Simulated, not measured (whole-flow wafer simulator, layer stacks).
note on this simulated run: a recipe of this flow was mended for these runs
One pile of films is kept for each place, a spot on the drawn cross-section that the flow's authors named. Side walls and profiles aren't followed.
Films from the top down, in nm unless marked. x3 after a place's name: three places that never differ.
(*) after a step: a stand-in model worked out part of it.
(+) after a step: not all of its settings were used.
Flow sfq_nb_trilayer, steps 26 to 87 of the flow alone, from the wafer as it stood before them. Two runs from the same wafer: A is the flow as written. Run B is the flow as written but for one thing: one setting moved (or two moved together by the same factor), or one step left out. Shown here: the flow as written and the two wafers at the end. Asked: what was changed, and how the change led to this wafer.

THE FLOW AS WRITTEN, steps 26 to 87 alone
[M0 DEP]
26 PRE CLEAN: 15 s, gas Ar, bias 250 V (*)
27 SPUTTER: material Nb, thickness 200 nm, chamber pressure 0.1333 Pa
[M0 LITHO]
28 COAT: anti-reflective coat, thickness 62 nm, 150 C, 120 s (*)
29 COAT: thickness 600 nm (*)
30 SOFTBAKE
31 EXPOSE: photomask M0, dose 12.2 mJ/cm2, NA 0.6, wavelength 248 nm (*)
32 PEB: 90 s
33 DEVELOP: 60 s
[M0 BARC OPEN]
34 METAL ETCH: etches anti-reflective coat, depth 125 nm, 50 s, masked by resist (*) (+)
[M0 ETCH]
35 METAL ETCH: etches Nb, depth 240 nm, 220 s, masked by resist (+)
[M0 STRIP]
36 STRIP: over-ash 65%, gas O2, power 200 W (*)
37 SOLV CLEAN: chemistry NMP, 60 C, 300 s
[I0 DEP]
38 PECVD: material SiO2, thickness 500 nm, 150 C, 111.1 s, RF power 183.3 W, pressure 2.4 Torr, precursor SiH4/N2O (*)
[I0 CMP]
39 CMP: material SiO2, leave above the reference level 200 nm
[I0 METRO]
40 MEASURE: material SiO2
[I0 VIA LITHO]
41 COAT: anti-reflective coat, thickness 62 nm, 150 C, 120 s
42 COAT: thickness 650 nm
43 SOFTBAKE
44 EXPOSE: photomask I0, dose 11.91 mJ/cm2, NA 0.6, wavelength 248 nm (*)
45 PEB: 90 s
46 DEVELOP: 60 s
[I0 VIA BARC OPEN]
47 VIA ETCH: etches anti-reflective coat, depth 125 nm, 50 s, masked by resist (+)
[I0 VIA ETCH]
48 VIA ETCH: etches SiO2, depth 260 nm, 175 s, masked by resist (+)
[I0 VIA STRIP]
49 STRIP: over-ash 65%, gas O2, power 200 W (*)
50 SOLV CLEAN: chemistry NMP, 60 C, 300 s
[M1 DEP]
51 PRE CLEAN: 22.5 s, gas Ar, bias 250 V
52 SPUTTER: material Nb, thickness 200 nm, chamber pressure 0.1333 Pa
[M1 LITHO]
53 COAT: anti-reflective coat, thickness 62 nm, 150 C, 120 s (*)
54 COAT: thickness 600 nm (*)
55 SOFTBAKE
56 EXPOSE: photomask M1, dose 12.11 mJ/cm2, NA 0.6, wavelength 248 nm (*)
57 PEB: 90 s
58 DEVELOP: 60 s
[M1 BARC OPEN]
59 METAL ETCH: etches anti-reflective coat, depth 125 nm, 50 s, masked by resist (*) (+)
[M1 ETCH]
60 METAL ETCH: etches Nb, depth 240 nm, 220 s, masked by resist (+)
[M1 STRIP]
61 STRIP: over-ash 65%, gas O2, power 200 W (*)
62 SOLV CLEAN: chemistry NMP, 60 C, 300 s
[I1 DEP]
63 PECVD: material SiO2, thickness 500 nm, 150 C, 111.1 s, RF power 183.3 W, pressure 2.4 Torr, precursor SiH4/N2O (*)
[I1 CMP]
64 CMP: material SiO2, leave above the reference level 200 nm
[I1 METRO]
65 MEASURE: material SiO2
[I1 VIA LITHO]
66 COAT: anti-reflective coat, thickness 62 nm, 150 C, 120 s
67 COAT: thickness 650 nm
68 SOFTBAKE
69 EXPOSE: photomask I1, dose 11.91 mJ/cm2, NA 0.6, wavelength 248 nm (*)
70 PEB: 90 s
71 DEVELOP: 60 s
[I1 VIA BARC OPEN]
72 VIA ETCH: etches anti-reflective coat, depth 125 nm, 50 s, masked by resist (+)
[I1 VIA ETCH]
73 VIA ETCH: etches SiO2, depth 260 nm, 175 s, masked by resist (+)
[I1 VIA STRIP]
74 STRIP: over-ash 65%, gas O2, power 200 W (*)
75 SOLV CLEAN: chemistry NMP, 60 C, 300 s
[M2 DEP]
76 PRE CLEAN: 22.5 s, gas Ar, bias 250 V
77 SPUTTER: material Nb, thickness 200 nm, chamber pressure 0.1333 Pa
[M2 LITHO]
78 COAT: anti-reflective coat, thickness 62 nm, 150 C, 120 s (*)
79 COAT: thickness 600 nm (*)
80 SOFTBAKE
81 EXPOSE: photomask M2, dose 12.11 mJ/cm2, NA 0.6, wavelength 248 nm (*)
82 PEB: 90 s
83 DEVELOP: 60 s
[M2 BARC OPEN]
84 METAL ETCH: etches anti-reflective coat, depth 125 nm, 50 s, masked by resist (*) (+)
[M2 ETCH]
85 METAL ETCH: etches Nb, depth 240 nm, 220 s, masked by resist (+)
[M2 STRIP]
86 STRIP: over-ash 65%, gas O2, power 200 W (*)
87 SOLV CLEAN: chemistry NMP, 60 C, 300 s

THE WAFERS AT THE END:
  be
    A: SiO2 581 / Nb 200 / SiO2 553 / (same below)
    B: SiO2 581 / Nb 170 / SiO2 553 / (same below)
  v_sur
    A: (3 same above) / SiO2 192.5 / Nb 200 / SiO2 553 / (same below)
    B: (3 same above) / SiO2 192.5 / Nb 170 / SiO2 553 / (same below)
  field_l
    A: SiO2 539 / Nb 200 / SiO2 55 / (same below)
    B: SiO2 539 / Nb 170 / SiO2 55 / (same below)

The cause: step 27, SPUTTER: thickness 170 nm was run, where the flow has thickness 200 nm.
It can be read off the wafer: be has Nb 170, and step 27 as written asks for 200 nm.

How the change led to this, step by step:
  27 SPUTTER: material Nb, thickness 200 nm, chamber pressure 0.1333 Pa
      field_l, v_sur, via_wl and 102 more: A Nb +200 (new film) | B Nb +170 (new film)
      l0v: A Nb +195.4 (new film) | B Nb +165.4 (new film)
  35 METAL ETCH: etches Nb, depth 240 nm, 220 s, masked by resist (+)
      moat, m0r_space_l x2: A Nb -200 (all of it), SiO2 -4 | B Nb -170 (all of it), SiO2 -7
  38 PECVD: material SiO2, thickness 500 nm, 150 C, 111.1 s, RF power 183.3 W, pressure 2.4 Torr, precursor SiH4/N2O (*)
      moat, m0r_space_l x2: A SiO2 +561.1 | B SiO2 +534.1
